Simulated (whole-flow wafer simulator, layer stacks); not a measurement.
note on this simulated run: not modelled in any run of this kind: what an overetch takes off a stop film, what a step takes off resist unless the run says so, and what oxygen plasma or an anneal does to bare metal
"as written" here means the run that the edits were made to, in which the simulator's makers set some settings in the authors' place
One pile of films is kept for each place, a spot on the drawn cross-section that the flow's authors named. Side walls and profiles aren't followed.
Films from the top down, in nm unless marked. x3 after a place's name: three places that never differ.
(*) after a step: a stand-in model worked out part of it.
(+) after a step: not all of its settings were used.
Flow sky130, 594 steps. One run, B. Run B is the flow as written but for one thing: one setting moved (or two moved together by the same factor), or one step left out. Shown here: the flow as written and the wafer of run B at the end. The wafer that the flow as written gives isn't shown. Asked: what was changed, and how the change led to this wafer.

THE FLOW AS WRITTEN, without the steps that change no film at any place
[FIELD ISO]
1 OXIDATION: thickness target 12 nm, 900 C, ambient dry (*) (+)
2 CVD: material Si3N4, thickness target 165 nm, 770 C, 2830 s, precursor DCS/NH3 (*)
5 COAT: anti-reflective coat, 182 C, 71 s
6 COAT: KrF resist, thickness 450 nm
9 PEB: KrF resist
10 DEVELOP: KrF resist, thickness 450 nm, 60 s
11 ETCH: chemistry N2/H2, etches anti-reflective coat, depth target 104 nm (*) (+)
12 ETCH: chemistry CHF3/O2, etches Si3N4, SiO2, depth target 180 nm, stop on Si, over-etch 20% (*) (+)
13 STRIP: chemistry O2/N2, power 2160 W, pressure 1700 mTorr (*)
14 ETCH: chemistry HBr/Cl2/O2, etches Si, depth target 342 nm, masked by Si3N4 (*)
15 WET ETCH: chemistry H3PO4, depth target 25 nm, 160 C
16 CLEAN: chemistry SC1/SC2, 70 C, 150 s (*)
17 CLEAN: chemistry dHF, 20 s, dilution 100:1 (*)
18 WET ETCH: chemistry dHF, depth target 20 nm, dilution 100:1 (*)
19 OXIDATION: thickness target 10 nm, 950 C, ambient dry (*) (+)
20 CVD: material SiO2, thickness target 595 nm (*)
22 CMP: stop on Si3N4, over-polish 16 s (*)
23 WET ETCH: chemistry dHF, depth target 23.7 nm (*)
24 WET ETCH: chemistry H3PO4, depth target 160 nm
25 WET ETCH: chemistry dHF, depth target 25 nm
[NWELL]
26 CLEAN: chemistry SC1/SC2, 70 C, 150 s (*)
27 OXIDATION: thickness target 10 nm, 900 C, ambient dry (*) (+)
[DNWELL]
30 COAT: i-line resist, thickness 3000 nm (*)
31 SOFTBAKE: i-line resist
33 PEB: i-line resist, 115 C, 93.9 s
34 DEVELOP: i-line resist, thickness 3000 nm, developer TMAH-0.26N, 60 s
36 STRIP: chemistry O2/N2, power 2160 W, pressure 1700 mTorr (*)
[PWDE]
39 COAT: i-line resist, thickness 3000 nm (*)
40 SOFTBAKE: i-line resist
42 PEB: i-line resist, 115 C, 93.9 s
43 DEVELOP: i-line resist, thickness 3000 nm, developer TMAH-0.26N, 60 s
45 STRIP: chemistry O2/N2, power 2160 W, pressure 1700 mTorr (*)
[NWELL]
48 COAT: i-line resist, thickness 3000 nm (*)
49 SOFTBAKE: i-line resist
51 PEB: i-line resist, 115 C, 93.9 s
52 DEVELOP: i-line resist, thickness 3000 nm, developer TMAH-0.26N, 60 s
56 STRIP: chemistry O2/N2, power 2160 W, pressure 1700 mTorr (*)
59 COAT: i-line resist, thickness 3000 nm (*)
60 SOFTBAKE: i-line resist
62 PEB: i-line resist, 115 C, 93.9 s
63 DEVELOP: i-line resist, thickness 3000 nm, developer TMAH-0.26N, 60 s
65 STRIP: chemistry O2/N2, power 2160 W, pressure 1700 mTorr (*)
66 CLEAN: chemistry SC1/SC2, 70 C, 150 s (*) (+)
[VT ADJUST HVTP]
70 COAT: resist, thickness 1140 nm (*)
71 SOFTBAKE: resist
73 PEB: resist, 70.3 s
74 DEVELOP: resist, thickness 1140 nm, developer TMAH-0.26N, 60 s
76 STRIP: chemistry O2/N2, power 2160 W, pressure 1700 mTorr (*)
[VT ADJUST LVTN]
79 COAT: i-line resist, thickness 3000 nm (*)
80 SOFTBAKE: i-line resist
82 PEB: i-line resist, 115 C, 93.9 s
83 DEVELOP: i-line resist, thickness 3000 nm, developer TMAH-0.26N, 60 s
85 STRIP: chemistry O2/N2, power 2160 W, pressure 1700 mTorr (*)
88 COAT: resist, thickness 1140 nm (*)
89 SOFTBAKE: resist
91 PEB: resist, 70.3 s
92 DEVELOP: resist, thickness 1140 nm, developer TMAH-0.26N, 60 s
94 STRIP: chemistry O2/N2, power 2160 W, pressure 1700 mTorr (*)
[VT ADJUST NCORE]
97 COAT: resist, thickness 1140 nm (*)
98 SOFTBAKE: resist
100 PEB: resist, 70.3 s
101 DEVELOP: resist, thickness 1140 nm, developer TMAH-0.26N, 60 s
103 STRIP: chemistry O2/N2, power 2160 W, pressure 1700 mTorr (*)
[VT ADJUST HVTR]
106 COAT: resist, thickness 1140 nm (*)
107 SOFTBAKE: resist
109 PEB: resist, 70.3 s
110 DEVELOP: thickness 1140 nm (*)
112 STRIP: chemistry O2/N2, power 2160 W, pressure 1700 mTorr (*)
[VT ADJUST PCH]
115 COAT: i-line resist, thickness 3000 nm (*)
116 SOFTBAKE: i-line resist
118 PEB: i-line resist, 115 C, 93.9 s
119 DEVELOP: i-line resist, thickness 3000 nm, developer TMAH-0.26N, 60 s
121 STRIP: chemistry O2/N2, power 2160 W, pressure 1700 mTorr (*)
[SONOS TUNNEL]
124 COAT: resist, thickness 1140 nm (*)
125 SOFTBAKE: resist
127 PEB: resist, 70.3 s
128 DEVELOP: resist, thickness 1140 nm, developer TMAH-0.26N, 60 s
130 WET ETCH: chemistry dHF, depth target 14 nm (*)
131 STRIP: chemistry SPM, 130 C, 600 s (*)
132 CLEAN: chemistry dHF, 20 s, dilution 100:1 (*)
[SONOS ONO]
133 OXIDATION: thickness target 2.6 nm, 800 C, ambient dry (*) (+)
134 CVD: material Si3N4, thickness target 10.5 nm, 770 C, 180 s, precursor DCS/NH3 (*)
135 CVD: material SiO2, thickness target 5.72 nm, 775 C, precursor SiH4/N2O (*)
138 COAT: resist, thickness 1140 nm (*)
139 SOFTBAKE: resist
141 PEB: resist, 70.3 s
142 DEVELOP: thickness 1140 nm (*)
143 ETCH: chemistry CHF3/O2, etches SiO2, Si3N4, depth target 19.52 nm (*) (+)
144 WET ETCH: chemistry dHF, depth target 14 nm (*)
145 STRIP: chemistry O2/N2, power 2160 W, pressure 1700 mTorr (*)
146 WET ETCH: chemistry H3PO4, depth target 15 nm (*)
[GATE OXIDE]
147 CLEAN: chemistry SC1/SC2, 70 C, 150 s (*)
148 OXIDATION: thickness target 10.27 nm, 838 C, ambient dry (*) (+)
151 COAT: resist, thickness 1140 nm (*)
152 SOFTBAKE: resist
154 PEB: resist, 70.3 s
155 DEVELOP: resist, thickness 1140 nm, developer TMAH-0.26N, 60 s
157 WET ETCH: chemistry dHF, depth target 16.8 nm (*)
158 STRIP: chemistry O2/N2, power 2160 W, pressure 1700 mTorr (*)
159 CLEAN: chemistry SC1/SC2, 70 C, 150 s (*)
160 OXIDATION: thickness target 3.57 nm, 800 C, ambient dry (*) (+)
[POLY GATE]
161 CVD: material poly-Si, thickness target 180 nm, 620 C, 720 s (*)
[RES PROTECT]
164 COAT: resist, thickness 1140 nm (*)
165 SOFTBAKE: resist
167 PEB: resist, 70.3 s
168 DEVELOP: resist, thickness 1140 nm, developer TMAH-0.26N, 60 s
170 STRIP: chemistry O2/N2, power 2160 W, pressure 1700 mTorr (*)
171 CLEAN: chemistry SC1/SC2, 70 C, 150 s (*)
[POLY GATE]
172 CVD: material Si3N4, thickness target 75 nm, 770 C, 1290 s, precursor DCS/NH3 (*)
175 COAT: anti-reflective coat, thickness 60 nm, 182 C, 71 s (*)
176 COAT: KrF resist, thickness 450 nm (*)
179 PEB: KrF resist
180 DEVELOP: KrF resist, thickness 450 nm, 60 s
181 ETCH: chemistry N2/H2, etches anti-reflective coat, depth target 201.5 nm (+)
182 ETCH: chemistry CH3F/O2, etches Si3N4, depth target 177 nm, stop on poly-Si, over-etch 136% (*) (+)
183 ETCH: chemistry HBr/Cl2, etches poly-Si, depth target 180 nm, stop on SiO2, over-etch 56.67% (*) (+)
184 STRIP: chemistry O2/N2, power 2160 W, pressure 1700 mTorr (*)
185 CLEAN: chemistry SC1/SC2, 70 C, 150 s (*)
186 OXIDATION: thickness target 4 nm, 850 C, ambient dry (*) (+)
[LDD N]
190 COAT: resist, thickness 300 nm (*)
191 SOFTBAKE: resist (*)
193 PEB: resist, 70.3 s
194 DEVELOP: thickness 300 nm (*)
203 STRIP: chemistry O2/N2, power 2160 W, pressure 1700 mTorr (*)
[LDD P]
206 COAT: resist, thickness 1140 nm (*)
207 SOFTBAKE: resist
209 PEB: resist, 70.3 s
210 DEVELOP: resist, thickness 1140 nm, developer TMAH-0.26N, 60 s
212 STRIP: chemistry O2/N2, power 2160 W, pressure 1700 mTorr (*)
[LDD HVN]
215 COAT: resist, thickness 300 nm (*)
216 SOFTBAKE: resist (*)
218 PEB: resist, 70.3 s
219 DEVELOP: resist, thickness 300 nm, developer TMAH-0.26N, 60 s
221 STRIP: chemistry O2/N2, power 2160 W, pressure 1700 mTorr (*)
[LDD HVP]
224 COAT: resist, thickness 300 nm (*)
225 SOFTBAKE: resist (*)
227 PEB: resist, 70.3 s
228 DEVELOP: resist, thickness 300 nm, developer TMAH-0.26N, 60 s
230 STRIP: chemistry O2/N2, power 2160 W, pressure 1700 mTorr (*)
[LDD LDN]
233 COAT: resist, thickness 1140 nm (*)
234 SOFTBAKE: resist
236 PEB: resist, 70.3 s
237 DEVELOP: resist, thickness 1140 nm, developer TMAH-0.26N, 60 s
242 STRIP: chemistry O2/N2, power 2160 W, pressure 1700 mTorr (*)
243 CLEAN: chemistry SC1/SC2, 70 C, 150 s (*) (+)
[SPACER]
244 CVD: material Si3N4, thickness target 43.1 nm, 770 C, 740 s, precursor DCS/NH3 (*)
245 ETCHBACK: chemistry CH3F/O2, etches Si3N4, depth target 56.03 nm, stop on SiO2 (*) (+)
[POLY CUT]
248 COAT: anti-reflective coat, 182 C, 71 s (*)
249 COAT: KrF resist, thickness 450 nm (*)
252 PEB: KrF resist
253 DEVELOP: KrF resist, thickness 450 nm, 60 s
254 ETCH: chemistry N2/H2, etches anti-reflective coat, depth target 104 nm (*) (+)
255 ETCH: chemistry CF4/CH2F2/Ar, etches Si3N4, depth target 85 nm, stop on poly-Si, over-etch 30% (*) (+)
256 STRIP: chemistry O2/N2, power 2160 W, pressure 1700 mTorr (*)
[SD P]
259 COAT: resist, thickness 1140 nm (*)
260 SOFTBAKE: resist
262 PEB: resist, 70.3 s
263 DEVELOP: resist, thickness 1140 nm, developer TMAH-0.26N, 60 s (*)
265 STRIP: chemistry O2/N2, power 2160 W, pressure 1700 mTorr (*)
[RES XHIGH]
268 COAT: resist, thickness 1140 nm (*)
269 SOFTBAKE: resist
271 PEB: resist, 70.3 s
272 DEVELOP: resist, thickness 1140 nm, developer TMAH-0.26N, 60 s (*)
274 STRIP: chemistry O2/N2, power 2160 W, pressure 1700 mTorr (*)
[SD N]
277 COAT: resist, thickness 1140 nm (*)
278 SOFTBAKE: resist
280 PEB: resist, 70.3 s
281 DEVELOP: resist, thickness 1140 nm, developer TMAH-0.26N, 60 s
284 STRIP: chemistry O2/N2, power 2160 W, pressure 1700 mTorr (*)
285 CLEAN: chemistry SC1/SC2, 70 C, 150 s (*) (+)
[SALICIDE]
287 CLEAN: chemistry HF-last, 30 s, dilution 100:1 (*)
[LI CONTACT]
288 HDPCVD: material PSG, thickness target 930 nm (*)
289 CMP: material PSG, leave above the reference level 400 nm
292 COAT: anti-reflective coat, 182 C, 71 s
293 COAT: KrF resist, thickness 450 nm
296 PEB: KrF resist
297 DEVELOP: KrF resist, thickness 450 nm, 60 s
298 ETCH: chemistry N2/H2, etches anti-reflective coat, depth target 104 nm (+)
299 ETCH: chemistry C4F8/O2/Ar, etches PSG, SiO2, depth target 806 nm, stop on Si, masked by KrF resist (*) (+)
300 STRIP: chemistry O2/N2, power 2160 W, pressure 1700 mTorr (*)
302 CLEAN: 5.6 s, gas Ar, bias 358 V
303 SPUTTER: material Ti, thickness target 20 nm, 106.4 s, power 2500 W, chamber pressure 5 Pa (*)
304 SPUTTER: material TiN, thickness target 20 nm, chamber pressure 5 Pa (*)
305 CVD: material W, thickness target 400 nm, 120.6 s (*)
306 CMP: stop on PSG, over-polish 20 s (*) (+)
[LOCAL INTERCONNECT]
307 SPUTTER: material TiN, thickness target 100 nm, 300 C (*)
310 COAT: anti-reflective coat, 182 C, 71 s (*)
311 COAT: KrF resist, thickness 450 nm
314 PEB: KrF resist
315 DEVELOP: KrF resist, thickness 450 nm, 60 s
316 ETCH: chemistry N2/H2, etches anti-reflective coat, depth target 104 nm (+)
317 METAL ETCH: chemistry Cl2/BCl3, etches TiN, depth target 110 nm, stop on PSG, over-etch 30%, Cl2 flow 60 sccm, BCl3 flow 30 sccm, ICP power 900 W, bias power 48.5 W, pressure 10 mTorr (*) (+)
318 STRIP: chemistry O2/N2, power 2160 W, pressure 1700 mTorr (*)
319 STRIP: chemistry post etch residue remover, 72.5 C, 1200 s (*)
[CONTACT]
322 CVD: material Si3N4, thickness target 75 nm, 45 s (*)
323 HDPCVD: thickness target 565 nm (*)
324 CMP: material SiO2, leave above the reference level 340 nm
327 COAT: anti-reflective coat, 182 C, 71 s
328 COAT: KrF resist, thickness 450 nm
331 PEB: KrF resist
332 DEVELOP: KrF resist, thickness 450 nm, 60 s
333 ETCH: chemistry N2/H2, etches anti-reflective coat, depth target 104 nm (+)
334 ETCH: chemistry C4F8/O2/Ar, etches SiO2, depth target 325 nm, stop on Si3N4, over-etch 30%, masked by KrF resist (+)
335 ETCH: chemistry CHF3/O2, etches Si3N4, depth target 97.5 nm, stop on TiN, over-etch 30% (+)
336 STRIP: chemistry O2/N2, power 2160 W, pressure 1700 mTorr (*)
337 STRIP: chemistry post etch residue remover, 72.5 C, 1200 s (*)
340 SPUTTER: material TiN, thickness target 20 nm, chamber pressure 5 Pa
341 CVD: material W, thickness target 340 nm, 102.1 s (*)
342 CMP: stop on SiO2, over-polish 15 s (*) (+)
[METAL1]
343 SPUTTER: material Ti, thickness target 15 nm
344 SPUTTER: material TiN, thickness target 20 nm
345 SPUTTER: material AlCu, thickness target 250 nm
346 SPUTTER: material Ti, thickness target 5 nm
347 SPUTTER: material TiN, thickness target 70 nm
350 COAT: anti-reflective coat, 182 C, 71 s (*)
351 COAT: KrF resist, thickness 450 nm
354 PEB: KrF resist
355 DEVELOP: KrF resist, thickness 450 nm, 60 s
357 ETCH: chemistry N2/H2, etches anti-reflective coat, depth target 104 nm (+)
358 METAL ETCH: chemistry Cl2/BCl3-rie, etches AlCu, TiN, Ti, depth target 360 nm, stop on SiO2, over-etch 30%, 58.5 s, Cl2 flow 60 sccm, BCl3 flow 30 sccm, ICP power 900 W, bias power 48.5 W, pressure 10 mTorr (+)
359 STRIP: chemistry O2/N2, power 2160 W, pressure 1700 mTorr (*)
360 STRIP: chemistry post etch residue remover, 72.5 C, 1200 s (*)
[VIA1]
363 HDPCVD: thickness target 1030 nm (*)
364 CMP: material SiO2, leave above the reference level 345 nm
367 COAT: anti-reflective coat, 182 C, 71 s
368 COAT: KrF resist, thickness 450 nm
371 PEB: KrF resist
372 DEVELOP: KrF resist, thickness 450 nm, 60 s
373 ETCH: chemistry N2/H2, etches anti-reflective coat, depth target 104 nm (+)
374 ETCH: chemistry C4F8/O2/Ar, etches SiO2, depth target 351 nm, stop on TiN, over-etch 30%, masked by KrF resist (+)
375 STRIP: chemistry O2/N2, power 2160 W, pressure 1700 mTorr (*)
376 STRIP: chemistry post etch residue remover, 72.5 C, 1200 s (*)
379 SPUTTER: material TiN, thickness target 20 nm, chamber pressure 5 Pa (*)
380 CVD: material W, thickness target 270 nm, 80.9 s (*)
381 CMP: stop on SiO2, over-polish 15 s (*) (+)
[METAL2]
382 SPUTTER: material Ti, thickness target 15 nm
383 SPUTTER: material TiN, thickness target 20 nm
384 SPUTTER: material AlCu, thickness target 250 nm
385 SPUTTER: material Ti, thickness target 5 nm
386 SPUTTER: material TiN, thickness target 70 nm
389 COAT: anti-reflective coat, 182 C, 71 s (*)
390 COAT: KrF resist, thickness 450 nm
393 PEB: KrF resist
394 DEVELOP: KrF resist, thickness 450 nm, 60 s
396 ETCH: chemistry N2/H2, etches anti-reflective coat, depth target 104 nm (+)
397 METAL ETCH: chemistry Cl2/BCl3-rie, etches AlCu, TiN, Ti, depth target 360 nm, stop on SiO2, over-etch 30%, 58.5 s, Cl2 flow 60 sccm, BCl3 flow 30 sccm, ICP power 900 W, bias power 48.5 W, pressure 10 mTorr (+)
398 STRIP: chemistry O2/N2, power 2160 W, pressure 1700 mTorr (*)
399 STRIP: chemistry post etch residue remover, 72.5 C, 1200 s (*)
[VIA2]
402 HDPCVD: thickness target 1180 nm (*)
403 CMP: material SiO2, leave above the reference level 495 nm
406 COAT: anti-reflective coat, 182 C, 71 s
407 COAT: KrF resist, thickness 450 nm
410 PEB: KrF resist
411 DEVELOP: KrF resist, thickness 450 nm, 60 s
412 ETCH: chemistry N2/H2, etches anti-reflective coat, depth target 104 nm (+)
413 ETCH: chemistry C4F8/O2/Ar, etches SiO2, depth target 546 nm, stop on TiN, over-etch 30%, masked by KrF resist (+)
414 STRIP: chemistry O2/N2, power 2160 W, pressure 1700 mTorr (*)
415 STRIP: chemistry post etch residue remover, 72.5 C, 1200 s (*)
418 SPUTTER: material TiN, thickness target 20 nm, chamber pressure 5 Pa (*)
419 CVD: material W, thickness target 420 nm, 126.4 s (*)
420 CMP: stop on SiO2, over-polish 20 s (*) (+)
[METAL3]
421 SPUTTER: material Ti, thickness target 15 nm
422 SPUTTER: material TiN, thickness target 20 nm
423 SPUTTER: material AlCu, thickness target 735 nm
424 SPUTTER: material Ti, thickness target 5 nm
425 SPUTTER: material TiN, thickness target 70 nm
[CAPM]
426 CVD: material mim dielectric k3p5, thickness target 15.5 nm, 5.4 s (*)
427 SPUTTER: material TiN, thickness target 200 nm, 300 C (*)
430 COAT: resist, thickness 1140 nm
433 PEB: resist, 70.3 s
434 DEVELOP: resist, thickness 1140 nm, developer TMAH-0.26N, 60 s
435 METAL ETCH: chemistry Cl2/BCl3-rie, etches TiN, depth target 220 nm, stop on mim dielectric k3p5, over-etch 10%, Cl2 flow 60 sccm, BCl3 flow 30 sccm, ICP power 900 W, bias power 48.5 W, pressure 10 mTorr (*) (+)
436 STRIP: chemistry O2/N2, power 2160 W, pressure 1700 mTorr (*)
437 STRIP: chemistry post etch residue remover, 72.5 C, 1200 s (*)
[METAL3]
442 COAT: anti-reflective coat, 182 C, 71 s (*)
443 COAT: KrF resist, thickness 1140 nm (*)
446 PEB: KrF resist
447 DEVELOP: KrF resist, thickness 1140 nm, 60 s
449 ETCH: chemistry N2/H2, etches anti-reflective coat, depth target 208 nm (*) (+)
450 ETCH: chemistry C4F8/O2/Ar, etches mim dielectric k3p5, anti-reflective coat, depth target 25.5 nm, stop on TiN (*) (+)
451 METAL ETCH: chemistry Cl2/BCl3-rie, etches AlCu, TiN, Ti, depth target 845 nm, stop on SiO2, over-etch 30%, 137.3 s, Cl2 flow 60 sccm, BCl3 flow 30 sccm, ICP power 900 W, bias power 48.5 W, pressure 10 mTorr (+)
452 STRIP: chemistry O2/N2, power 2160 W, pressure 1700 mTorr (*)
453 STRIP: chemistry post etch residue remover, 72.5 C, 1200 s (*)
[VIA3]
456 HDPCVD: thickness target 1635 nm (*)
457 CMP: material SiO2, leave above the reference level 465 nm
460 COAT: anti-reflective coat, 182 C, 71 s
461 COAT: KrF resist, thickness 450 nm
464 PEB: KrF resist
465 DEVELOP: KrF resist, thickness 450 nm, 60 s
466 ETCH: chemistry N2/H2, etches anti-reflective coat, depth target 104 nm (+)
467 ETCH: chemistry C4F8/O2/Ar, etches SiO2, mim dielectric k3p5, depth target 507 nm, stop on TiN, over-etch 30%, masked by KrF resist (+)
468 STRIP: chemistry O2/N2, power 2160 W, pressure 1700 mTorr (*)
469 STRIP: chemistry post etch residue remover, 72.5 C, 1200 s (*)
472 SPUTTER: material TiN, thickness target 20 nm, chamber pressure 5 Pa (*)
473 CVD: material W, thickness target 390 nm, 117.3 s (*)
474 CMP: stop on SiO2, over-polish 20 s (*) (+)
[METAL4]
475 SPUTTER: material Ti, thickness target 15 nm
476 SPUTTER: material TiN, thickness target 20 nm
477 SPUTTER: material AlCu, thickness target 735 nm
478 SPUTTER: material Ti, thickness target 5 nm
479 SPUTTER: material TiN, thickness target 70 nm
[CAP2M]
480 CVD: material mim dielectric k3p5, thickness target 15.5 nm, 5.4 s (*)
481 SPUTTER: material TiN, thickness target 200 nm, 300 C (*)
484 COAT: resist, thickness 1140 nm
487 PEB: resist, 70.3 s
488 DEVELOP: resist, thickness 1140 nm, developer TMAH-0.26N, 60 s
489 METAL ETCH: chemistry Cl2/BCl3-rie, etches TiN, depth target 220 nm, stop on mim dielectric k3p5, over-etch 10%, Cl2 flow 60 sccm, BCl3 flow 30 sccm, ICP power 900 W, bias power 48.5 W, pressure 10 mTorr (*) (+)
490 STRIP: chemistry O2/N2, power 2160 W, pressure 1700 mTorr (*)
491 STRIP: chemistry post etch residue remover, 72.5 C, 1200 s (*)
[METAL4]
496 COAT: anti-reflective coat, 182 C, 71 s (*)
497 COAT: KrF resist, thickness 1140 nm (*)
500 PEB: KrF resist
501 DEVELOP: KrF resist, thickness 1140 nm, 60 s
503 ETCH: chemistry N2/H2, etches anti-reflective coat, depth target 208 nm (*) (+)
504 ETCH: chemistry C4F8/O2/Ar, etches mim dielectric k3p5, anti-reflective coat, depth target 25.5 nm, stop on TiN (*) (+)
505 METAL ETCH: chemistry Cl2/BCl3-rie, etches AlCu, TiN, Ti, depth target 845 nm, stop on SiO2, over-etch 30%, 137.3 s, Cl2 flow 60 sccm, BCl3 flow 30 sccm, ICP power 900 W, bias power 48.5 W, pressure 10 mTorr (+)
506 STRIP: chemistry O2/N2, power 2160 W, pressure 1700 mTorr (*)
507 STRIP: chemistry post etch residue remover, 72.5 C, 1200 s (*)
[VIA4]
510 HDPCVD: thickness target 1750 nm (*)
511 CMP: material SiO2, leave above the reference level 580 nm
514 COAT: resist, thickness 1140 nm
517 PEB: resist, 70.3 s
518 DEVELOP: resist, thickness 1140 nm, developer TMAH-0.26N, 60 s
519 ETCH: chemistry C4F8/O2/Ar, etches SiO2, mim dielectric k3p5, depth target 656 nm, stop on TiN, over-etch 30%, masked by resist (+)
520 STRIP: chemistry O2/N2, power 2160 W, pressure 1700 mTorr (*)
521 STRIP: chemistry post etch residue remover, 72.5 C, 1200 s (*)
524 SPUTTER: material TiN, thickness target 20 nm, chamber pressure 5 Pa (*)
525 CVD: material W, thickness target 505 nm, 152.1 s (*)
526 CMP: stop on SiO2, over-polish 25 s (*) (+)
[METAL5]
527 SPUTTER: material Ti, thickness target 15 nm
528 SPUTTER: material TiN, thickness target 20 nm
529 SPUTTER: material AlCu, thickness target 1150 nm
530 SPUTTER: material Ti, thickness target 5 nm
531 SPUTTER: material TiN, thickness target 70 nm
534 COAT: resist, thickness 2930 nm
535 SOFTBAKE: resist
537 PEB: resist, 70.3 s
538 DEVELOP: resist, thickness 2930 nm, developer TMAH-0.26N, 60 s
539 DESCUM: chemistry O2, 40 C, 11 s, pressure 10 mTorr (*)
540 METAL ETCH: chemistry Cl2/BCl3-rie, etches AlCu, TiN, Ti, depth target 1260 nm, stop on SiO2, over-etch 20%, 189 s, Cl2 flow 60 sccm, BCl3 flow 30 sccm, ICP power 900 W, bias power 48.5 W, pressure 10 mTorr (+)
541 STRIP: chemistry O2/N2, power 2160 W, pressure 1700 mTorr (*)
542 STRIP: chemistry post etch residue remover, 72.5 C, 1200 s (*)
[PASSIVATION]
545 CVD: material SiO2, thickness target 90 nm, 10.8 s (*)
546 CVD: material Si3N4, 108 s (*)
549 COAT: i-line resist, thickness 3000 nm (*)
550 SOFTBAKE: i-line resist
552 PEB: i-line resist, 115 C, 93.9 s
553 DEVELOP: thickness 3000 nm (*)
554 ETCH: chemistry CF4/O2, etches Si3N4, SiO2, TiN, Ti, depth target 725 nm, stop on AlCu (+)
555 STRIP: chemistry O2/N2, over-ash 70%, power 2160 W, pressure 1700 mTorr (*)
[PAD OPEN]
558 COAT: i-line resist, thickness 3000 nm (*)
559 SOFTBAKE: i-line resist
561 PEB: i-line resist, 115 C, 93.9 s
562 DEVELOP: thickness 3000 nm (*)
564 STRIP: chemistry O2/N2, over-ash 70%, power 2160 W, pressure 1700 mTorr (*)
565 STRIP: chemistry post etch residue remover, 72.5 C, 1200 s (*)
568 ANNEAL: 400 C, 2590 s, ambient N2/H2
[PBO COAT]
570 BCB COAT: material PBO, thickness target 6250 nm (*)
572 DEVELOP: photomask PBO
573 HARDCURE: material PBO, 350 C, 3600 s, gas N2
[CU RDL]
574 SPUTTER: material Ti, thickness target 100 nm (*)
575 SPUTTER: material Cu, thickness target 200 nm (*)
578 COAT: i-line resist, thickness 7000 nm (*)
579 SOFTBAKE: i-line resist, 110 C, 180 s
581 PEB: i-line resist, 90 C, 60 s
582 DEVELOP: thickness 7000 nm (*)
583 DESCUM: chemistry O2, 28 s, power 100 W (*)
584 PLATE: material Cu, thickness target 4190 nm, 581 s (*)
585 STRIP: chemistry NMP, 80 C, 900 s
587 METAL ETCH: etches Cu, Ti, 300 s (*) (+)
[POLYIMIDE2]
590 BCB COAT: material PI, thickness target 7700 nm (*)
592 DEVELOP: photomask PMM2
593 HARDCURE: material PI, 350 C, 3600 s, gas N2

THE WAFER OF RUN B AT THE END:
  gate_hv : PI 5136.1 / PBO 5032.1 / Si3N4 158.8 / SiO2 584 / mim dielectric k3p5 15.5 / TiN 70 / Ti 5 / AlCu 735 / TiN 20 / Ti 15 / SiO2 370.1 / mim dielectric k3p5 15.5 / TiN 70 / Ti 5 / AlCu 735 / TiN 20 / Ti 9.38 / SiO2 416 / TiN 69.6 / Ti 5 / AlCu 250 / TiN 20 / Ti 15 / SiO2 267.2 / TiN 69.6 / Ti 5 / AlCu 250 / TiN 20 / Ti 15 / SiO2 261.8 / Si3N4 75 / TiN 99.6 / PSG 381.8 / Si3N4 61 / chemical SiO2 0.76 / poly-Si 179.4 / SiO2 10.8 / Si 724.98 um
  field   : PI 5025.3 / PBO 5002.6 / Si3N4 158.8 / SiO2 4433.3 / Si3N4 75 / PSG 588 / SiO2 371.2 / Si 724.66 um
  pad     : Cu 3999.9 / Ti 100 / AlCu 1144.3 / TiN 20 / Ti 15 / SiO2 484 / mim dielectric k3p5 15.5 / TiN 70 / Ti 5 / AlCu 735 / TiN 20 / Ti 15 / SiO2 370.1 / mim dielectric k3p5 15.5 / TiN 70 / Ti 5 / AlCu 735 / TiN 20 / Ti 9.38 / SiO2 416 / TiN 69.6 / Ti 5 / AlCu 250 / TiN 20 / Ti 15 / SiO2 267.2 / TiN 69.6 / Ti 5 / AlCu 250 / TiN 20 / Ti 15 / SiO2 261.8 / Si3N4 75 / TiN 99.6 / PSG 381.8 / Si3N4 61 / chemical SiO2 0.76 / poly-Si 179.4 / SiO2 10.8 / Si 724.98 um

The cause: step 421, SPUTTER: thickness target 9.38 nm was run, where the flow has thickness target 15 nm.
It can be read off the wafer: gate_hv has Ti 9.38, and step 421 as written asks for 15 nm.

How the change led to this, step by step:
  421 SPUTTER: material Ti, thickness target 15 nm
      field, active, n_well and 188 more: Ti +9.38 (new film) (as written it would be: Ti +15 (new film))
  451 METAL ETCH: chemistry Cl2/BCl3-rie, etches AlCu, TiN, Ti, depth target 845 nm, stop on SiO2, over-etch 30%, 137.3 s, Cl2 flow 60 sccm, BCl3 flow 30 sccm, ICP power 900 W, bias power 48.5 W, pressure 10 mTorr (+)
      field, gate, spacer and 68 more: TiN -70 (all of it), Ti -5 (all of it), AlCu -735 (all of it), TiN -20 (all of it), Ti -9.38 (all of it), SiO2 -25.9 (as written it would be: TiN -70 (all of it), Ti -5 (all of it), AlCu -735 (all of it), TiN -20 (all of it), Ti -15 (all of it), SiO2 -25.4)
      active, vpp_ln, vpp_iso2 and 11 more: TiN -70 (all of it), Ti -5 (all of it), AlCu -735 (all of it), TiN -20 (all of it), Ti -9.38 (all of it), SiO2 -25.9 (as written it would be: TiN -70 (all of it), Ti -5 (all of it), AlCu -735 (all of it), TiN -20 (all of it), Ti -15 (all of it), SiO2 -25.3)
